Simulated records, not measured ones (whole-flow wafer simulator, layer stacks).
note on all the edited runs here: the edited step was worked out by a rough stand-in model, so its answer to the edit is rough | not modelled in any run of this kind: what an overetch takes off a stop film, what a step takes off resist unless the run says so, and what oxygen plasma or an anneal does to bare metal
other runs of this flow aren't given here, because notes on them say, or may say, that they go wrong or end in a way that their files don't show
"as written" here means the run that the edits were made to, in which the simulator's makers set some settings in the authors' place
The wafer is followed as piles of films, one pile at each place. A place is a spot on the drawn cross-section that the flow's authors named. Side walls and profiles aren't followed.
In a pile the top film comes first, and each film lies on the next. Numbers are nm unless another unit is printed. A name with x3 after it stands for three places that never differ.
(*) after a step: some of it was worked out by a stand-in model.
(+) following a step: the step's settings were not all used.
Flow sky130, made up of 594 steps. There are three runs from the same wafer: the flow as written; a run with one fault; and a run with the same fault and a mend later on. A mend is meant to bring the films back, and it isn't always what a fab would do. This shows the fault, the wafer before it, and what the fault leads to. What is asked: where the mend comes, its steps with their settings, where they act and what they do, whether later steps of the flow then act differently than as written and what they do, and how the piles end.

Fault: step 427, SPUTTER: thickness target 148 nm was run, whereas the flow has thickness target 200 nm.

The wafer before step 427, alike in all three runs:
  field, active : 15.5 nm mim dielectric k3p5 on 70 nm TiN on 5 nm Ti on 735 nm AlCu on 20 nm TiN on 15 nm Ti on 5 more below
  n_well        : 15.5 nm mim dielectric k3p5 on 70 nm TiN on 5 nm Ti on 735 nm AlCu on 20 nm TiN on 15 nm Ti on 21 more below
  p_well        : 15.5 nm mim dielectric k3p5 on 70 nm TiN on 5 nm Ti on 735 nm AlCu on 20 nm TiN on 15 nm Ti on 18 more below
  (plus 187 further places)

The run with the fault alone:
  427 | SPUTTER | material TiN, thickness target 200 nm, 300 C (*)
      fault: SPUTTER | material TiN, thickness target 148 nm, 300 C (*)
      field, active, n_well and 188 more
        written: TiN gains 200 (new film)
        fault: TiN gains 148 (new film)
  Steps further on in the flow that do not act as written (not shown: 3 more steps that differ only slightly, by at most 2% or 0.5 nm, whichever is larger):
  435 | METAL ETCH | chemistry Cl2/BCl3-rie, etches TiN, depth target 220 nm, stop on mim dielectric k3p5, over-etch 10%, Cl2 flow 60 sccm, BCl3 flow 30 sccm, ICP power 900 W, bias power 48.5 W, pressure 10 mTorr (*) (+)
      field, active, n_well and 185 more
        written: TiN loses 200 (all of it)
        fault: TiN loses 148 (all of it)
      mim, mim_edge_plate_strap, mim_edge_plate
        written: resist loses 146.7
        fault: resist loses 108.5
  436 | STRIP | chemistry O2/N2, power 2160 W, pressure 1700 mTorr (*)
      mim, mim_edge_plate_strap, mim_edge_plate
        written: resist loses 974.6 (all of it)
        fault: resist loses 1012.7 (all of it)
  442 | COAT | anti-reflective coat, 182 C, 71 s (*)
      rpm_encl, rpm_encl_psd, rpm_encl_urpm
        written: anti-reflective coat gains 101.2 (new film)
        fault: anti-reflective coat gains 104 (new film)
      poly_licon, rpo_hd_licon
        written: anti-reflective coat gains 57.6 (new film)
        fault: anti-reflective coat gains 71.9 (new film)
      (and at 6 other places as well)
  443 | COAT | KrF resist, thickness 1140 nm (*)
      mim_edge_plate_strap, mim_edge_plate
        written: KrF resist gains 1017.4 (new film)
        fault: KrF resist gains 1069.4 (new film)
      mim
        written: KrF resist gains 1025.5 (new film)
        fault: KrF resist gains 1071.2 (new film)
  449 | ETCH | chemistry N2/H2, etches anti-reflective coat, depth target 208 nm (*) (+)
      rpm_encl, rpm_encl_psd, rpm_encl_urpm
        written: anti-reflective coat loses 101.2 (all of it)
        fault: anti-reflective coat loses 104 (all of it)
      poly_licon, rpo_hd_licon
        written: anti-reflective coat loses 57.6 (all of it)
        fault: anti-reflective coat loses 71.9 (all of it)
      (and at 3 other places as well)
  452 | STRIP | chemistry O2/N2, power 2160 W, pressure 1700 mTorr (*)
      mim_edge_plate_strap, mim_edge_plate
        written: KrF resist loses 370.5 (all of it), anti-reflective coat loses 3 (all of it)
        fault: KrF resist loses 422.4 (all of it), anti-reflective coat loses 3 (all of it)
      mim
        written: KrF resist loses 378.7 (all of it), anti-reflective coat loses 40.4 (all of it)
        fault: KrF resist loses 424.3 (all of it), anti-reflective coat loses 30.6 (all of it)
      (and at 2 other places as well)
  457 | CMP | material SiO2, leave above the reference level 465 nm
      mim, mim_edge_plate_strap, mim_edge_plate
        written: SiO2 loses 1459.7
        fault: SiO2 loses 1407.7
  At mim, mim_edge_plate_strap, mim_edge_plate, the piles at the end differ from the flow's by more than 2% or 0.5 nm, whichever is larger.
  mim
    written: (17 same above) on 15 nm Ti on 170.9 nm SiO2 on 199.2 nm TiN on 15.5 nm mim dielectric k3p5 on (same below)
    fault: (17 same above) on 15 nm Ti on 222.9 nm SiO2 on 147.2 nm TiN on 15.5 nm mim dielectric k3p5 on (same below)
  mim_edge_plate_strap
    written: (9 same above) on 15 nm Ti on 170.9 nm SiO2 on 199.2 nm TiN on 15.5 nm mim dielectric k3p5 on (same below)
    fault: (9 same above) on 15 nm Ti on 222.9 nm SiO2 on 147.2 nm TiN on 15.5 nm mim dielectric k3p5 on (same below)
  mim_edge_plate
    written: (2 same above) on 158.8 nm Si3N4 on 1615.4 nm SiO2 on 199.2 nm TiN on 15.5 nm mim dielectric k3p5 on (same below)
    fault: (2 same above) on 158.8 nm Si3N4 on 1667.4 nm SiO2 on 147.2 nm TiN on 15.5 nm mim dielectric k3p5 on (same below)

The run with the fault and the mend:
  The mend stands after step 434.
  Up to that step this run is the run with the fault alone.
  434a | STRIP | chemistry O2/N2, power 2160 W, pressure 1700 mTorr (*)
      mim, mim_edge_plate_strap, mim_edge_plate
        resist loses 1121.3 (all of it)
  434b | SPUTTER | material TiN, thickness target 52 nm, 300 C (*) (the flow's step 427 again, with other settings)
      field, active, n_well and 188 more
        TiN gains 52
  434c | HMDS | 120 C, 60 s (the flow's step 429 again)
      does not change any film at any place that is followed
  434d | COAT | resist, thickness 1140 nm (the flow's step 430 again)
      field, active, n_well and 186 more
        resist gains 1140 (new film)
      m1, via2_hole
        resist gains 1140.6 (new film)
  434e | SOFTBAKE | resist (the flow's step 431 again)
      does not change any film at any place that is followed
  434f | EXPOSE | photomask CAPM, dose 177.7 mJ/cm2, NA 0.6, wavelength 365 nm (*) (the flow's step 432 again)
      does not change any film at any place that is followed
  434g | PEB | resist, 70.3 s (the flow's step 433 again)
      field, active, n_well and 188 more
        resist loses 18.7
  434h | DEVELOP | resist, thickness 1140 nm, developer TMAH-0.26N, 60 s (the flow's step 434 again)
      field, active, n_well and 183 more
        resist loses 1121.3 (all of it)
      m1, via2_hole
        resist loses 1121.9 (all of it)
  None of the later steps of the flow acts differently than as written at any place that is followed.
  By the end, the piles equal the flow's at every place that both follow.
